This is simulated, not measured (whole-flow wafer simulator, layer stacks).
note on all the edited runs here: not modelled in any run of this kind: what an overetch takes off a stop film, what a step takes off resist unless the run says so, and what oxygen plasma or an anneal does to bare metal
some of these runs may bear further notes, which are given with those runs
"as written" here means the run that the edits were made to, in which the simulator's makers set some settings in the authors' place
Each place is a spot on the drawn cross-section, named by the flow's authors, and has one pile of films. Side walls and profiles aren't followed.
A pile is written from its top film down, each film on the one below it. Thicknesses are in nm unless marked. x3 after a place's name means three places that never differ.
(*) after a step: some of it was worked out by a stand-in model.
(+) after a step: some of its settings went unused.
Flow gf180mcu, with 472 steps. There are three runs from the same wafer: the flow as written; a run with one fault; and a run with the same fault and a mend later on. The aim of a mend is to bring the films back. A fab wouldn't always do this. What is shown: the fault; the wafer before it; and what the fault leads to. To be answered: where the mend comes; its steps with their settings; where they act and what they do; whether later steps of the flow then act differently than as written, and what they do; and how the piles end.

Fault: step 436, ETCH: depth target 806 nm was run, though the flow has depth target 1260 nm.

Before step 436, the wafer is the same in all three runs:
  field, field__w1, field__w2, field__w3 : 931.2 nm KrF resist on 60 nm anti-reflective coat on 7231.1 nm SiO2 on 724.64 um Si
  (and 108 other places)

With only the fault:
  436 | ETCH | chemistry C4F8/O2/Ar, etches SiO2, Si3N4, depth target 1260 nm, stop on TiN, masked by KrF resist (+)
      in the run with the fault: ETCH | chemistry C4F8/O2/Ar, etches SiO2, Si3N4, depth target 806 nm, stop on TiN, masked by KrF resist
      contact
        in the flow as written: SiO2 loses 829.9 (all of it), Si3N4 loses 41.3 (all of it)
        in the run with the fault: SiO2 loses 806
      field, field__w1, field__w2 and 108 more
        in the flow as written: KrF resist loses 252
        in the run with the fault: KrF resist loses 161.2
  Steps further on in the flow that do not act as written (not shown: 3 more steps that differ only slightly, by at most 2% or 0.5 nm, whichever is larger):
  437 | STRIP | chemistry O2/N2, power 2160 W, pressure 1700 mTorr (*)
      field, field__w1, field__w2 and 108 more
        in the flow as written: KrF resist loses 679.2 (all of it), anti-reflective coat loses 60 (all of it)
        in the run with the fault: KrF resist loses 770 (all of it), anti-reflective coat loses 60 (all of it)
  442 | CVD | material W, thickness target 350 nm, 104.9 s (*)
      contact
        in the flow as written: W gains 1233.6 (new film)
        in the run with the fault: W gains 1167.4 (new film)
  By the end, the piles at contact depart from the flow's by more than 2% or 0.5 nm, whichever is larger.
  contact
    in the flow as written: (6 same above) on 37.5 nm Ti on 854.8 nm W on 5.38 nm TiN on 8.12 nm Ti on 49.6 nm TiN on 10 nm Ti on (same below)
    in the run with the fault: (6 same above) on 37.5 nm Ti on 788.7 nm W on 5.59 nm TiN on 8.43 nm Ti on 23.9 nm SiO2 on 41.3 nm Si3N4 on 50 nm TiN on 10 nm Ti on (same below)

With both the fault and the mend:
  After step 436 comes the mend.
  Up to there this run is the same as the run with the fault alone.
  436a | ETCH | chemistry C4F8/O2/Ar, etches SiO2, Si3N4, depth target 454 nm, stop on TiN, masked by KrF resist (+) (a further turn of the flow's step 436, with different settings)
      field, field__w1, field__w2 and 108 more
        KrF resist loses 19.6
      contact
        SiO2 loses 23.9 (all of it), Si3N4 loses 41.3 (all of it)
  Steps further on in the flow that do not act as written:
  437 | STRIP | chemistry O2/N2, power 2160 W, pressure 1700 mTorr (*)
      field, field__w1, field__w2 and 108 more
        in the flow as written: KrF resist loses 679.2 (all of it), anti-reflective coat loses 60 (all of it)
        in the run with the mend: KrF resist loses 750.4 (all of it), anti-reflective coat loses 60 (all of it)
  The piles end the same as the flow's at every place that both follow.
